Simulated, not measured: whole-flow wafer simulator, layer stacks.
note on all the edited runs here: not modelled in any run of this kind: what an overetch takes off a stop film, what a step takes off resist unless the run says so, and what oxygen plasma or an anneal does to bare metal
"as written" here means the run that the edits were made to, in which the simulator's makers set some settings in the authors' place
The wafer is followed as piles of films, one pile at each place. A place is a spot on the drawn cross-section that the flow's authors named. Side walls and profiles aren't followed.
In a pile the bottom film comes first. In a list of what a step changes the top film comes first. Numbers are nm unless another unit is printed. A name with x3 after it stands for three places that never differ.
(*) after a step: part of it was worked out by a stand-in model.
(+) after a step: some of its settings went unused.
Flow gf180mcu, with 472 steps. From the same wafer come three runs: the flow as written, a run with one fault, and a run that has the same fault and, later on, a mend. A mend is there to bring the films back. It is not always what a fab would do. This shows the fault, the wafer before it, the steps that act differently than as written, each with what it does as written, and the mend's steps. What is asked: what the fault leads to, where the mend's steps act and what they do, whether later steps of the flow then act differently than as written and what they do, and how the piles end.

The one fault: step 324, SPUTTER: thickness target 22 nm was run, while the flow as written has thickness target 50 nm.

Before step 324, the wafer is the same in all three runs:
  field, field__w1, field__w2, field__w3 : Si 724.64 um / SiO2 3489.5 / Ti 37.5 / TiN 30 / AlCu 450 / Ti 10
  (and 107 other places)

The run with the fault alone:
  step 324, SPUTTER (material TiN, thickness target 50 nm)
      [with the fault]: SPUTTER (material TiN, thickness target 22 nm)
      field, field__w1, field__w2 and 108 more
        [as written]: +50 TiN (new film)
        [with the fault]: +22 TiN (new film)
  Steps later in the flow that act otherwise than as written (not shown: 2 more steps that differ only slightly, by at most 2% or 0.5 nm, whichever is larger):
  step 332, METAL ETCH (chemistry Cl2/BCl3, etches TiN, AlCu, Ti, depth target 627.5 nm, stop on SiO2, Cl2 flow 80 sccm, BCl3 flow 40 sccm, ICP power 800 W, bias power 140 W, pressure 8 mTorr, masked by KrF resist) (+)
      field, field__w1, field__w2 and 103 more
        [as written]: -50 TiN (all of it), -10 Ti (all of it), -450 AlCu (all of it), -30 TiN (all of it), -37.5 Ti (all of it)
        [with the fault]: -22 TiN (all of it), -10 Ti (all of it), -450 AlCu (all of it), -30 TiN (all of it), -37.5 Ti (all of it)
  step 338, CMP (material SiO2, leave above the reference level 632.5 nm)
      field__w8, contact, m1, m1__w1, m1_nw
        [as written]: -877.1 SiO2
        [with the fault]: -849.1 SiO2
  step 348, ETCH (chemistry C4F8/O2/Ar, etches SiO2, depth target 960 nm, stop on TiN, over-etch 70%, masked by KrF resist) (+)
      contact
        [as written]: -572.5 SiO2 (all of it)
        [with the fault]: -600.5 SiO2 (all of it)
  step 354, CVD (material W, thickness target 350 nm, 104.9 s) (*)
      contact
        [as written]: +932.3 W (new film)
        [with the fault]: +960.5 W (new film)
  By the end, the piles at field__w8, contact, m1, m1__w1, m1_nw depart from the flow's by more than 2% or 0.5 nm, whichever is larger.
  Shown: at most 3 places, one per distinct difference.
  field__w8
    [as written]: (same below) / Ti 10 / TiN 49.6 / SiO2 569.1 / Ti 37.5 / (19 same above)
    [with the fault]: (same below) / Ti 10 / TiN 21.6 / SiO2 597.1 / Ti 37.5 / (19 same above)
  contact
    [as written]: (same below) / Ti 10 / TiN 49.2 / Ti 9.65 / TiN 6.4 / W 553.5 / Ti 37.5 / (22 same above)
    [with the fault]: (same below) / Ti 10 / TiN 21.2 / Ti 9.5 / TiN 6.3 / W 581.8 / Ti 37.5 / (22 same above)

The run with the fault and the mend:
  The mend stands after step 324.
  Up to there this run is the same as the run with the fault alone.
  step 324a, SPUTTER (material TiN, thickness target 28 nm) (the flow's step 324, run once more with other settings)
      field, field__w1, field__w2 and 108 more
        +28 TiN
  None of the later steps of the flow acts differently than as written at any place that is followed.
  At every place that both follow, the piles at the end match the flow's.
